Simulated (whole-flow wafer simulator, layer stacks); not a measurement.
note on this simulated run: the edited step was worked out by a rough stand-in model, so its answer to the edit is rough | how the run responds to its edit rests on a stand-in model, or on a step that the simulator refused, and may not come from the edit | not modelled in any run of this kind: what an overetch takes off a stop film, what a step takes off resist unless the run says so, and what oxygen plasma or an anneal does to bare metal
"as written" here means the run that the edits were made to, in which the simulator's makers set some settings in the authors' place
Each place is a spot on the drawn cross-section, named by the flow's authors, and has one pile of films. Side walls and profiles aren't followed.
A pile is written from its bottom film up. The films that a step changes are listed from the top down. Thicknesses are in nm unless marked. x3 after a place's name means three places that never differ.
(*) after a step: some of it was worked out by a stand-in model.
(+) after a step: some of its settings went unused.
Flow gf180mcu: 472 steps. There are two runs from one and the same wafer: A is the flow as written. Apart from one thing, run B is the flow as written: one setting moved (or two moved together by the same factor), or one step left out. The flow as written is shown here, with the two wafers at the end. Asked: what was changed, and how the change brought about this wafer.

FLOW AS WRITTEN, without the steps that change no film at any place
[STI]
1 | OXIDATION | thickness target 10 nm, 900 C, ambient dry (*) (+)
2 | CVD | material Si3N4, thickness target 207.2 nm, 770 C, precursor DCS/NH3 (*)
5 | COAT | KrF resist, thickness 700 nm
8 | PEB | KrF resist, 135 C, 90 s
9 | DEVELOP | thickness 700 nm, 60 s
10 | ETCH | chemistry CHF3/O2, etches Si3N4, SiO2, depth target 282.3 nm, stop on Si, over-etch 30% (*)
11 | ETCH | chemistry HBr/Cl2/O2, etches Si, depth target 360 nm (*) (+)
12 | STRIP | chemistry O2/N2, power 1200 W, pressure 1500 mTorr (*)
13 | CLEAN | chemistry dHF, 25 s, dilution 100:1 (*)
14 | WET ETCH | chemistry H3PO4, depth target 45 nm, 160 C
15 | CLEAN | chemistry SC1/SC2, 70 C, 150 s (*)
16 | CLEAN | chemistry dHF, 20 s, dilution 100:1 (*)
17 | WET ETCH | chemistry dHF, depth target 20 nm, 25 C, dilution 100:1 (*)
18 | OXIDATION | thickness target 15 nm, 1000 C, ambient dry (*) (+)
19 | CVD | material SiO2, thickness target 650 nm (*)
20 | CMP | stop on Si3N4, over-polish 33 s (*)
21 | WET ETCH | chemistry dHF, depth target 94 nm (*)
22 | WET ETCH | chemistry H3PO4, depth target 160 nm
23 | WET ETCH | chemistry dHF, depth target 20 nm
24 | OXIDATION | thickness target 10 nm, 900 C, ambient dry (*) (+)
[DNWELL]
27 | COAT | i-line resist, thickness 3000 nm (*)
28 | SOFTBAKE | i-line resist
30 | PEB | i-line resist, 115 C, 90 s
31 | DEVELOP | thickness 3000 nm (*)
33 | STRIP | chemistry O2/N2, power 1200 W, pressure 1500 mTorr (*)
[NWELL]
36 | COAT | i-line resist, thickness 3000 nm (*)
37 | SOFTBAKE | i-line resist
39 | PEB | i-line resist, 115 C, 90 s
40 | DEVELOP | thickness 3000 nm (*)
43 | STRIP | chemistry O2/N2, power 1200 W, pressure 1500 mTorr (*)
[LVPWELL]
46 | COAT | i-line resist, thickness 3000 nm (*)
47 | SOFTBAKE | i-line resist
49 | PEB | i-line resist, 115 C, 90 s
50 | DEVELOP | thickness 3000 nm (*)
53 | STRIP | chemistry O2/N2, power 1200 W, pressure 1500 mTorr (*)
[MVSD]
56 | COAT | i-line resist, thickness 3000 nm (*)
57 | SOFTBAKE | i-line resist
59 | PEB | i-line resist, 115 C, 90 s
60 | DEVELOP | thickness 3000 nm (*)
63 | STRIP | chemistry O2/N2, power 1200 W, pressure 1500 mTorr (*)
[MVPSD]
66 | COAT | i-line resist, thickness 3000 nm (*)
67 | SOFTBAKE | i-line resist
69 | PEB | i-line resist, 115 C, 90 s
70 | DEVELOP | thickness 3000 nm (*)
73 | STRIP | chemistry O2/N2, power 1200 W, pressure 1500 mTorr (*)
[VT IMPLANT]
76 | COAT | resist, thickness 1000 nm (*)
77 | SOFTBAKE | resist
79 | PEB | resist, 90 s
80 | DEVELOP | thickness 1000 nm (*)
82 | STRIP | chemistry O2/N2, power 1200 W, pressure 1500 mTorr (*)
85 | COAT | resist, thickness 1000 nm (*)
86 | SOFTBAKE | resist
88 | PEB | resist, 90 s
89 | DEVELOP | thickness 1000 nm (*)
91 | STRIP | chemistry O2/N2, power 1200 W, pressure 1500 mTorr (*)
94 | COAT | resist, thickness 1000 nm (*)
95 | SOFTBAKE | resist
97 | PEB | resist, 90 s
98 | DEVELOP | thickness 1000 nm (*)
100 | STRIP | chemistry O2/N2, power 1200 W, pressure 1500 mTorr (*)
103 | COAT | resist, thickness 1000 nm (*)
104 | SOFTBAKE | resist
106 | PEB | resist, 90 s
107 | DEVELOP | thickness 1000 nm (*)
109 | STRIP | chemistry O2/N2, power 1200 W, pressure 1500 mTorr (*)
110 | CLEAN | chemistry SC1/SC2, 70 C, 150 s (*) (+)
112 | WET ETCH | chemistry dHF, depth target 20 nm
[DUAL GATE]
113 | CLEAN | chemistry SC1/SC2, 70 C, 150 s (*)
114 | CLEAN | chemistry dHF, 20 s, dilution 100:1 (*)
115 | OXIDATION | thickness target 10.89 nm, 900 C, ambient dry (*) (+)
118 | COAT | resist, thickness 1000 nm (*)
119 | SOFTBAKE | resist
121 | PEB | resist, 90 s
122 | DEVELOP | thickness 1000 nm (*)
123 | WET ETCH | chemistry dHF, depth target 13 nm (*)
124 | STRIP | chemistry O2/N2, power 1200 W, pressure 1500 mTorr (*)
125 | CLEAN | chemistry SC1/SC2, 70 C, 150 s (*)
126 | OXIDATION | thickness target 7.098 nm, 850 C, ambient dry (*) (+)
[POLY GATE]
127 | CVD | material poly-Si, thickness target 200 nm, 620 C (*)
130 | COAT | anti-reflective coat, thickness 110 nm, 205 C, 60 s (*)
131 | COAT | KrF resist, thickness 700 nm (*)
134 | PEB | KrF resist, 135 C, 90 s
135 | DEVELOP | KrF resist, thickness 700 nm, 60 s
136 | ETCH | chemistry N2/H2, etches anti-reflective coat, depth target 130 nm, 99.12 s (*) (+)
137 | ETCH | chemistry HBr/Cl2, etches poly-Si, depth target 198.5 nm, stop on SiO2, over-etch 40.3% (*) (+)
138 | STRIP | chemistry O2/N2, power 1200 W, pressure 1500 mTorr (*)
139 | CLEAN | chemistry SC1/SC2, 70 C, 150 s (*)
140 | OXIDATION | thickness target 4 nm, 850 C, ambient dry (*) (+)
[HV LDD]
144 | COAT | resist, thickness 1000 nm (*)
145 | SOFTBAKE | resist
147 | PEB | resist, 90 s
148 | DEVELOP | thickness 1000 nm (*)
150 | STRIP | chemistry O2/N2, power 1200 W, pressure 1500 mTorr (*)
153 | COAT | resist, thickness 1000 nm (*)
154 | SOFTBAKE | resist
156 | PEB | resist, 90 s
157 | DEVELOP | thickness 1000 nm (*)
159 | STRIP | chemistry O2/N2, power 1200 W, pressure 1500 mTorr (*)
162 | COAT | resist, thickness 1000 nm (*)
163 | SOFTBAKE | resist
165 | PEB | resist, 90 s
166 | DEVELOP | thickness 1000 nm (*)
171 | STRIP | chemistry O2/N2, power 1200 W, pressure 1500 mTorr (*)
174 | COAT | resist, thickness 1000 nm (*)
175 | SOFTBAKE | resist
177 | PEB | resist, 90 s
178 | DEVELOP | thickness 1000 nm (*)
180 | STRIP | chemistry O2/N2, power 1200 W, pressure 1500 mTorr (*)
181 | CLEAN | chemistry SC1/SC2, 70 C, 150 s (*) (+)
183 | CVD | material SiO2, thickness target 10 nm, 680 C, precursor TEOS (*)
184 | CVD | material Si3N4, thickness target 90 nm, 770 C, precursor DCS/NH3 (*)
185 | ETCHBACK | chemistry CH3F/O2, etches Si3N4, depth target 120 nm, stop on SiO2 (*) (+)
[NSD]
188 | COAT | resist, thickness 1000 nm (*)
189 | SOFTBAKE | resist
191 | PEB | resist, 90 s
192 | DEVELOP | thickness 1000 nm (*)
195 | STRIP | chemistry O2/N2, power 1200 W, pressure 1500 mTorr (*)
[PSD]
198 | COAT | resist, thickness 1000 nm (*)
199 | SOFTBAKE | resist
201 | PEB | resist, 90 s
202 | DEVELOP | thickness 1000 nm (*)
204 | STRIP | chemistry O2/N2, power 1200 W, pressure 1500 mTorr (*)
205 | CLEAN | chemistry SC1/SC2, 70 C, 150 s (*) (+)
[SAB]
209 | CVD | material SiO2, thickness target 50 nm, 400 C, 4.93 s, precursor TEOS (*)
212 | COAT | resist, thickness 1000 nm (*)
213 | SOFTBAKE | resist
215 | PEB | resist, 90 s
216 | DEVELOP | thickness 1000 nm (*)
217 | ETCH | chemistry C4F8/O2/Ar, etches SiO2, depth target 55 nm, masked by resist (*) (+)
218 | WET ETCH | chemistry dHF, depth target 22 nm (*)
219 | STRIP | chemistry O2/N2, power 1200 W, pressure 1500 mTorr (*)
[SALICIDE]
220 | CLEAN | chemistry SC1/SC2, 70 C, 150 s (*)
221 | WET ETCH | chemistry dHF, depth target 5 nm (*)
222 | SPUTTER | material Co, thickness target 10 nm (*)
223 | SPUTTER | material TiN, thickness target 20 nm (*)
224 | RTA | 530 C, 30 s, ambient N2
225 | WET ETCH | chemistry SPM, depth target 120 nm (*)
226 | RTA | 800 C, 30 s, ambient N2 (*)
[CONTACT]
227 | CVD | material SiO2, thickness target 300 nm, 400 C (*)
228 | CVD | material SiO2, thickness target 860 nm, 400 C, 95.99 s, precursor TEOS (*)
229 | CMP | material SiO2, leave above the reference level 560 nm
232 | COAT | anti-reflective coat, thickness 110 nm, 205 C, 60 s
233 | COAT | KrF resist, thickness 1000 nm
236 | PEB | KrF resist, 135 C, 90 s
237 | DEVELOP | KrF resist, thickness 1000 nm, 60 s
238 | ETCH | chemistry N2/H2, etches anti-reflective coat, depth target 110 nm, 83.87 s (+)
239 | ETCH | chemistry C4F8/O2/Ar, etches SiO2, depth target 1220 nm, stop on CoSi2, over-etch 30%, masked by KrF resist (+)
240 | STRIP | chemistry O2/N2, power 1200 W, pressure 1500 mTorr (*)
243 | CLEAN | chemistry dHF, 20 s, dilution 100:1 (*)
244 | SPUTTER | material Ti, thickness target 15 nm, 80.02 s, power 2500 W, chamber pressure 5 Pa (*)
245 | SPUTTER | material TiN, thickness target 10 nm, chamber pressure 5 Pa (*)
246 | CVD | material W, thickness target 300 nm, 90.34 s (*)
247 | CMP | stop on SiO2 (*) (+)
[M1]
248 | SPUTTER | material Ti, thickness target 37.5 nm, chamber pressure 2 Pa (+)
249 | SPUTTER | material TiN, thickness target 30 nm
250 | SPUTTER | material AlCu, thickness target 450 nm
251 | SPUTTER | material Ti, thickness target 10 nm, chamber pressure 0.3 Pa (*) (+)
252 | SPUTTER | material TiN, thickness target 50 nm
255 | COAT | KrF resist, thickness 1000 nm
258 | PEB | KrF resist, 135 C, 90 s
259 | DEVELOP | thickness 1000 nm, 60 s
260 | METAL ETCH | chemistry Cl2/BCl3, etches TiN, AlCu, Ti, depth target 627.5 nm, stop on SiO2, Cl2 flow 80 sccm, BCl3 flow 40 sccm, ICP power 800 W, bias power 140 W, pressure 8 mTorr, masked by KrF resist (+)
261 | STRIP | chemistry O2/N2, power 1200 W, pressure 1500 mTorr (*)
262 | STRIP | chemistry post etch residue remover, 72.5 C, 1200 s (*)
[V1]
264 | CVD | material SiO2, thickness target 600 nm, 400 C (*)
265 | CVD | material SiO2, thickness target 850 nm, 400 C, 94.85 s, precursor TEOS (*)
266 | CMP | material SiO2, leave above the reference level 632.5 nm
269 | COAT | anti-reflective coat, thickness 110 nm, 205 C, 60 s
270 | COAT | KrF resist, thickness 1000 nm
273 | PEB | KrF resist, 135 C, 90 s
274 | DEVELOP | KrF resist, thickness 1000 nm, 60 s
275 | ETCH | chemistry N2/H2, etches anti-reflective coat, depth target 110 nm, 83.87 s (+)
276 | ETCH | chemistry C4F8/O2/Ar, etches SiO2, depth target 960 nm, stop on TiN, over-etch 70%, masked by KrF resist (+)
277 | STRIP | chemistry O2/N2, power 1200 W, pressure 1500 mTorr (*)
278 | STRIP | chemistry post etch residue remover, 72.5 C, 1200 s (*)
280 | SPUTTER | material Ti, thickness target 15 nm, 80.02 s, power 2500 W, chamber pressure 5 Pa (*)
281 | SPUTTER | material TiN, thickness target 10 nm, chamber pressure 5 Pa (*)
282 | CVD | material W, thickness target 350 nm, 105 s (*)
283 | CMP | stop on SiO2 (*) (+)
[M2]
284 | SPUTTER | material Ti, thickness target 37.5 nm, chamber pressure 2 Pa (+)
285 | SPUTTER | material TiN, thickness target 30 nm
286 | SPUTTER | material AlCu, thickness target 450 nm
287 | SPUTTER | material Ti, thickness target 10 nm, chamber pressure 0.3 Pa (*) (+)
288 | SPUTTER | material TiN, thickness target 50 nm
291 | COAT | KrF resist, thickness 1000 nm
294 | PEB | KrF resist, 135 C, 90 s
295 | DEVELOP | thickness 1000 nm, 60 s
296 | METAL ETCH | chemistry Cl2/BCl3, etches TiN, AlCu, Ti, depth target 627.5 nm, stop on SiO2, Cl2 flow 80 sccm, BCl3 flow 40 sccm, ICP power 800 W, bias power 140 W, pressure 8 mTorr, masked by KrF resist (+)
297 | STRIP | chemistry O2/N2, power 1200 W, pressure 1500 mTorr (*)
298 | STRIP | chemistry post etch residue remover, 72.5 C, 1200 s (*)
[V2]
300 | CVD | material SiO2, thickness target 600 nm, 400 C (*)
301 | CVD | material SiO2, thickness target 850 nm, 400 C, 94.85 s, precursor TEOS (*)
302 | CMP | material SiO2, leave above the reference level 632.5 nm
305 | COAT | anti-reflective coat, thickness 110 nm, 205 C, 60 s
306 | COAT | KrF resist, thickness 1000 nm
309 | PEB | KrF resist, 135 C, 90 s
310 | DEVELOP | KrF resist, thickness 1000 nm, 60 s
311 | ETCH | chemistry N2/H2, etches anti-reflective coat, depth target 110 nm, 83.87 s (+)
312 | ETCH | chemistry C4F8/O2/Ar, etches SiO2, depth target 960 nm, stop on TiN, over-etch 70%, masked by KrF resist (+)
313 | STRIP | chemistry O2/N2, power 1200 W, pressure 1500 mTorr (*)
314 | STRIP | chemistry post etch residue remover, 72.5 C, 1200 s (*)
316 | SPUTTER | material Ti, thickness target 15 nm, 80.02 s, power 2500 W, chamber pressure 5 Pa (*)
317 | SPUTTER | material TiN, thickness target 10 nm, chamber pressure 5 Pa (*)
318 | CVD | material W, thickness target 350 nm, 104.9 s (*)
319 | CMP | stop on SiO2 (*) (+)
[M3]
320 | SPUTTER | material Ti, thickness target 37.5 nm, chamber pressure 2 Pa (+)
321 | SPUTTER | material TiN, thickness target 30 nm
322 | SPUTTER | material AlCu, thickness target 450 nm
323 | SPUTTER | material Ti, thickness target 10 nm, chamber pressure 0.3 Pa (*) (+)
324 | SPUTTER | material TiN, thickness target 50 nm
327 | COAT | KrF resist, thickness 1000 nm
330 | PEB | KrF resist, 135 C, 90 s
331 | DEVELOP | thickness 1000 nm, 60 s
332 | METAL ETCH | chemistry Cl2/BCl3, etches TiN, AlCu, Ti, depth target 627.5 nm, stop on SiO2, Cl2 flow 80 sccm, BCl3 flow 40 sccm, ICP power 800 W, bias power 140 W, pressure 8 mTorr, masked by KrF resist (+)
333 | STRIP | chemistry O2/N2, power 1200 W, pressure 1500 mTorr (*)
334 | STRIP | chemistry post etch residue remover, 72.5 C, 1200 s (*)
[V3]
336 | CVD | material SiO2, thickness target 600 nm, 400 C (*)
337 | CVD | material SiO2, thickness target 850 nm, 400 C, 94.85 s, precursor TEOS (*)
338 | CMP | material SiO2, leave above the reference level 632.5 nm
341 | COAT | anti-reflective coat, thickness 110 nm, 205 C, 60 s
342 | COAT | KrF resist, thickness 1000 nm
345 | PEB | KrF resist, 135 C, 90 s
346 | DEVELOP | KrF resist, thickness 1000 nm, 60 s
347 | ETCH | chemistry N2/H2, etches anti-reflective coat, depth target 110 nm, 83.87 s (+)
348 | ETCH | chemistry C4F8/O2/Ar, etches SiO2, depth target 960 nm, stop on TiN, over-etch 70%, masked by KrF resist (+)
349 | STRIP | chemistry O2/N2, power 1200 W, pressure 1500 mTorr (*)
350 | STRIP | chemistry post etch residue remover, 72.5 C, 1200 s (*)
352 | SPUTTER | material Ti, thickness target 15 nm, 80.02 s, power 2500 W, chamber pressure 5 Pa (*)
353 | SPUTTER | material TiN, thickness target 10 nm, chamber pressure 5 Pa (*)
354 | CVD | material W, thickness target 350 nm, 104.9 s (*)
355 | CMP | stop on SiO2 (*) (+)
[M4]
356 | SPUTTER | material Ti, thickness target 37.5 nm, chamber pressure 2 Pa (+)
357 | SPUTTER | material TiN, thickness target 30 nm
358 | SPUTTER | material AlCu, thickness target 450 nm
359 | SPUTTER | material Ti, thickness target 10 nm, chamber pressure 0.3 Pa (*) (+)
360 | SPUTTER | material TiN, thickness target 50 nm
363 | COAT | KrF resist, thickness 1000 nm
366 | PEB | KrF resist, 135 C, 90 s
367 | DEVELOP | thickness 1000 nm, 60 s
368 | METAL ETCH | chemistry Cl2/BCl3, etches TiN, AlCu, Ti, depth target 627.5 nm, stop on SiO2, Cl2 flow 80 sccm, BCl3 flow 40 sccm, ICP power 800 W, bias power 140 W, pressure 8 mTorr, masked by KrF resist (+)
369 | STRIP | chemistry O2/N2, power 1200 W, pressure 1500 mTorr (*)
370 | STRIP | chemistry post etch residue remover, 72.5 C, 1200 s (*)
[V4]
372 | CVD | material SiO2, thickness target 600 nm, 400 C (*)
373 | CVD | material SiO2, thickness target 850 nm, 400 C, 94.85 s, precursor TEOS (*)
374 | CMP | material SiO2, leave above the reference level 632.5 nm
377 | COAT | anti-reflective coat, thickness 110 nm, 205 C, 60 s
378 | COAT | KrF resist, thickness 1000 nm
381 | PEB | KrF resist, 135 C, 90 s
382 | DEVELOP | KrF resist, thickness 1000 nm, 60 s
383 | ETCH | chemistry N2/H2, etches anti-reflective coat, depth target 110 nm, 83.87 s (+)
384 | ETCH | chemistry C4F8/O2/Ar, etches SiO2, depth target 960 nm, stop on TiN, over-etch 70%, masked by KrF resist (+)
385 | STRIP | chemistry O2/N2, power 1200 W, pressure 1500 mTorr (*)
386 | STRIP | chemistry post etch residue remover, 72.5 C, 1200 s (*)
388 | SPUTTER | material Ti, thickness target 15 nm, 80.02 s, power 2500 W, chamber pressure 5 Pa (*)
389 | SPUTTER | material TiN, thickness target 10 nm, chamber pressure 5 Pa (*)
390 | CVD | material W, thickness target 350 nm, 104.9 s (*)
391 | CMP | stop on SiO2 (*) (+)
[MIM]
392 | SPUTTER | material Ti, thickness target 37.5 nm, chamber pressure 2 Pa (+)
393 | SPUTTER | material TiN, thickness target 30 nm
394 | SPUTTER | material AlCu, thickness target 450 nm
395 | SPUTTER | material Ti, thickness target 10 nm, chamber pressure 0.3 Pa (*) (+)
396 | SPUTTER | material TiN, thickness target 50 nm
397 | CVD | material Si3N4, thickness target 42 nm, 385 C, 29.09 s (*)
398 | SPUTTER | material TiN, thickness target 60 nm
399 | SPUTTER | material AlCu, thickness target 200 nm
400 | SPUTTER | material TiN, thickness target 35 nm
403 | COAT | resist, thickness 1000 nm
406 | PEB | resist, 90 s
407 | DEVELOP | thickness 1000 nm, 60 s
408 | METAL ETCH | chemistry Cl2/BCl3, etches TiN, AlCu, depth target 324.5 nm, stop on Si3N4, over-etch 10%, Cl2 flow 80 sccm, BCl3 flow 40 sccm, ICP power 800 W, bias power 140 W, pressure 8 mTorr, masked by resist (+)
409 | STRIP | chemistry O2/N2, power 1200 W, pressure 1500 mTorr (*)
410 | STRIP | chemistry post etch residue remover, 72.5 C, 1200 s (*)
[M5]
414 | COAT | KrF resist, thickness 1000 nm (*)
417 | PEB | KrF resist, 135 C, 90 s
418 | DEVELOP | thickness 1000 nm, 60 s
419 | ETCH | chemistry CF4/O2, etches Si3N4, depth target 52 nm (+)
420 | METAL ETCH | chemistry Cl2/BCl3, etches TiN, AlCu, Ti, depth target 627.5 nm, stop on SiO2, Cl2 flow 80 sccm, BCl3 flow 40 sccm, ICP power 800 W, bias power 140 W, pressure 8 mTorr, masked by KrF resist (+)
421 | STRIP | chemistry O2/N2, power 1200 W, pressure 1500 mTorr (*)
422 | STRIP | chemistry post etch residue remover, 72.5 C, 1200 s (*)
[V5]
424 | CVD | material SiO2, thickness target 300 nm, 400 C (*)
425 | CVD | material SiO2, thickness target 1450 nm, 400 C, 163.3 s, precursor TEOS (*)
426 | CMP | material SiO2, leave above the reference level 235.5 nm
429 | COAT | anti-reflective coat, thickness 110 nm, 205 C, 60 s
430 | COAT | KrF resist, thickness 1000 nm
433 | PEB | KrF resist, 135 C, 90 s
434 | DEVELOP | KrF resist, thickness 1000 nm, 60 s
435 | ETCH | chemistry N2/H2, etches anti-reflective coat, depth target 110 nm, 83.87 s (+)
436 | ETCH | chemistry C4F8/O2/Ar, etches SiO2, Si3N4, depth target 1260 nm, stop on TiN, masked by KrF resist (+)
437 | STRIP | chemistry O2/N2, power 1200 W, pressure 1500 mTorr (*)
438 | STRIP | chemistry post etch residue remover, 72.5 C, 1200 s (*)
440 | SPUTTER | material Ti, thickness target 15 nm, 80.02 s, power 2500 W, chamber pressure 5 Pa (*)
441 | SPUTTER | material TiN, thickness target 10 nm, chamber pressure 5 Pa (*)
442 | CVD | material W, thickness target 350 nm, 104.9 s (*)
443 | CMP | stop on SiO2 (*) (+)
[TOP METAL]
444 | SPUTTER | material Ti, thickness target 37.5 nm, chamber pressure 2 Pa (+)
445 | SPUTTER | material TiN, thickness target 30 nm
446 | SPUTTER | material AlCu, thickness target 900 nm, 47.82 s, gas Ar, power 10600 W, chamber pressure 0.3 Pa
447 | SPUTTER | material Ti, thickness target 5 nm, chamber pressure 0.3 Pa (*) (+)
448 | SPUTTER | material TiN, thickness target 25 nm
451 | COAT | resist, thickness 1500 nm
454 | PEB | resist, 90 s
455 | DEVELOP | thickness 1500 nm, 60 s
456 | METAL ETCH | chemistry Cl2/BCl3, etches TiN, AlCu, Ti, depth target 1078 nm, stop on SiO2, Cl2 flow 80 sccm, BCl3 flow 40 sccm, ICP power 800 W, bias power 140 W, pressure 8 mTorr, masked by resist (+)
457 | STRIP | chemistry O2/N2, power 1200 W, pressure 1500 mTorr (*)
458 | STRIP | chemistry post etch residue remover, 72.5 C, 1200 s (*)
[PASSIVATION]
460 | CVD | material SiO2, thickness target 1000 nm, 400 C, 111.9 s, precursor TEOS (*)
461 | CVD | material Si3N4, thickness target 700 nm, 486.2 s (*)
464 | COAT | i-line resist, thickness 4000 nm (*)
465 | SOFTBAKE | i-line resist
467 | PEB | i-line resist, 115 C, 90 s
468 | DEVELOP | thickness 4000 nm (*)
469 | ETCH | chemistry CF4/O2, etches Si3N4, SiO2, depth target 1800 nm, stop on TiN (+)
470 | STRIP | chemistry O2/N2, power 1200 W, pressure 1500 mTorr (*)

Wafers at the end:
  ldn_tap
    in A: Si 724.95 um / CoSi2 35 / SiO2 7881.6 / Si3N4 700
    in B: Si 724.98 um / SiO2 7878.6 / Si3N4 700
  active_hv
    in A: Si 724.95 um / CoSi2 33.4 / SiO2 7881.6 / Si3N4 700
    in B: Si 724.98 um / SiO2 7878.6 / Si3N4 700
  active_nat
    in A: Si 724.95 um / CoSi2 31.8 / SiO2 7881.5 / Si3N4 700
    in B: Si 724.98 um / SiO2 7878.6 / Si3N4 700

What caused this: step 126, OXIDATION: 963 C was run, whereas the flow has 850 C.

Step by step, how the change led to this:
  126 | OXIDATION | thickness target 7.098 nm, 850 C, ambient dry (*) (+)
      gate_hv, active_hv, active_nat and 25 more: A SiO2 gains 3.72, Si loses 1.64 | B SiO2 gains 15.2, Si loses 6.67
      active, n_well, p_well and 12 more: A SiO2 gains 7.1 (new film), chemical SiO2 loses 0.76 (all of it), Si loses 2.79 | B SiO2 gains 21.3 (new film), chemical SiO2 loses 0.76 (all of it), Si loses 9.02
      (as well as at 49 more places)
  130 | COAT | anti-reflective coat, thickness 110 nm, 205 C, 60 s (*)
      p_well, spacer, sd_n: A anti-reflective coat gains 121 (new film) | B anti-reflective coat gains 114.8 (new film)
      gate, sd_p: A anti-reflective coat gains 117 (new film) | B anti-reflective coat gains 113.8 (new film)
      (as well as at 36 more places)
  136 | ETCH | chemistry N2/H2, etches anti-reflective coat, depth target 130 nm, 99.12 s (*) (+)
      p_well, spacer, sd_n: A anti-reflective coat loses 121 (all of it), poly-Si loses 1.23 | B anti-reflective coat loses 114.8 (all of it), poly-Si loses 1.39
      field__w1: A anti-reflective coat loses 99.6 (all of it), poly-Si loses 1.78 | B anti-reflective coat loses 102.7 (all of it), poly-Si loses 1.7
      (as well as at 27 more places)
  138 | STRIP | chemistry O2/N2, power 1200 W, pressure 1500 mTorr (*)
      gate: A chemical SiO2 gains 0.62 (new film), KrF resist loses 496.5 (all of it), anti-reflective coat loses 117 (all of it), poly-Si loses 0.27 | B chemical SiO2 gains 0.62 (new film), KrF resist loses 495.9 (all of it), anti-reflective coat loses 113.8 (all of it), poly-Si loses 0.27
      gate_p: A chemical SiO2 gains 0.62 (new film), KrF resist loses 496.2 (all of it), anti-reflective coat loses 117 (all of it), poly-Si loses 0.27 | B chemical SiO2 gains 0.62 (new film), KrF resist loses 495.8 (all of it), anti-reflective coat loses 113.9 (all of it), poly-Si loses 0.27
      (as well as at 8 more places)
  145 | SOFTBAKE | resist
      nw_enc_fld_lv__w3: A resist gains 0.39 | B resist loses 0.34
  154 | SOFTBAKE | resist
      nw_enc_fld_lv__w3: A resist gains 0.39 | B resist loses 0.34
  163 | SOFTBAKE | resist
      nw_enc_fld_lv__w3: A resist gains 0.39 | B resist loses 0.34
  175 | SOFTBAKE | resist
      nw_enc_fld_lv__w3: A resist gains 0.39 | B resist loses 0.34
  218 | WET ETCH | chemistry dHF, depth target 22 nm (*)
      ldn_tap, ldn_src, ldn_drn, ldp_tap, ldp_src, ldp_drn, ldp_gr: A SiO2 loses 16 (all of it) | B SiO2 loses 22.5
      active, sd_n, iso_ptap_pw, iso_ntap_nw, iso_ptap_sub, vpnp_e: A SiO2 loses 9.01 (all of it) | B SiO2 loses 22.6
      (as well as at 10 more places)
  219 | STRIP | chemistry O2/N2, power 1200 W, pressure 1500 mTorr (*)
      active, p_well, sd_n and 18 more: A chemical SiO2 gains 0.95 (new film), Si loses 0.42 | B nothing
  220 | CLEAN | chemistry SC1/SC2, 70 C, 150 s (*)
      p_well: A chemical SiO2 loses 0.19, Si loses 0.21 | B SiO2 loses 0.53 (all of it)
  221 | WET ETCH | chemistry dHF, depth target 5 nm (*)
      active_hv, active_nat, ld_sd_n and 10 more: A chemical SiO2 loses 0.76 (all of it) | B SiO2 loses 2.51
      active, p_well, sd_n, iso_ptap_pw, iso_ntap_nw, iso_ptap_sub, vpnp_e: A chemical SiO2 loses 0.76 (all of it) | B nothing
      (as well as at 1 more place)
  224 | RTA | 530 C, 30 s, ambient N2
      ldn_tap, ldn_src, ldn_drn, ldp_tap, ldp_src, ldp_drn, ldp_gr: A under 1 film: CoSi gains 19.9 (new film), Co loses 10 (all of it), Si loses 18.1 | B nothing
      active_hv: A under 1 film: CoSi gains 19 (new film), Co loses 9.55 (all of it), Si loses 17.3 | B nothing
      (as well as at 5 more places)
  225 | WET ETCH | chemistry SPM, depth target 120 nm (*)
      ldn_tap, ldn_src, ldn_drn, ldp_tap, ldp_src, ldp_drn, ldp_gr: A TiN loses 20 (all of it) | B TiN loses 20 (all of it), Co loses 10 (all of it)
      active_hv: A TiN loses 19 (all of it) | B TiN loses 19 (all of it), Co loses 9.53 (all of it)
      (as well as at 5 more places)
  226 | RTA | 800 C, 30 s, ambient N2 (*)
      ldn_tap, ldn_src, ldn_drn, ldp_tap, ldp_src, ldp_drn, ldp_gr: A CoSi2 gains 35 (new film), CoSi loses 19.9 (all of it), Si loses 18.1 | B nothing
      active_hv: A CoSi2 gains 33.4 (new film), CoSi loses 19 (all of it), Si loses 17.3 | B nothing
      (as well as at 6 more places)
  227 | CVD | material SiO2, thickness target 300 nm, 400 C (*)
      active_hv, active_nat, ld_sd_n and 10 more: A SiO2 gains 300 (new film) | B SiO2 gains 300
  229 | CMP | material SiO2, leave above the reference level 560 nm
      gate_hv, gate_nat, ld_gate_n and 11 more: A SiO2 loses 514.3 | B SiO2 loses 526.8
      ldn_sep__w1, ldn_dft, ldn_out, ldp_sep__w1, ldp_sep__w2, ldp_dft, ldp_fld__w2: A SiO2 loses 311.1 | B SiO2 loses 318.7
      (as well as at 58 more places)
Taking metal films that touch as one body, ldn_tap has 0 bodies; the flow as written gives 1 body.
Taking metal films that touch as one body, active_hv has 0 bodies; the flow as written gives 1 body.
Taking metal films that touch as one body, active_nat has 0 bodies; the flow as written gives 1 body.
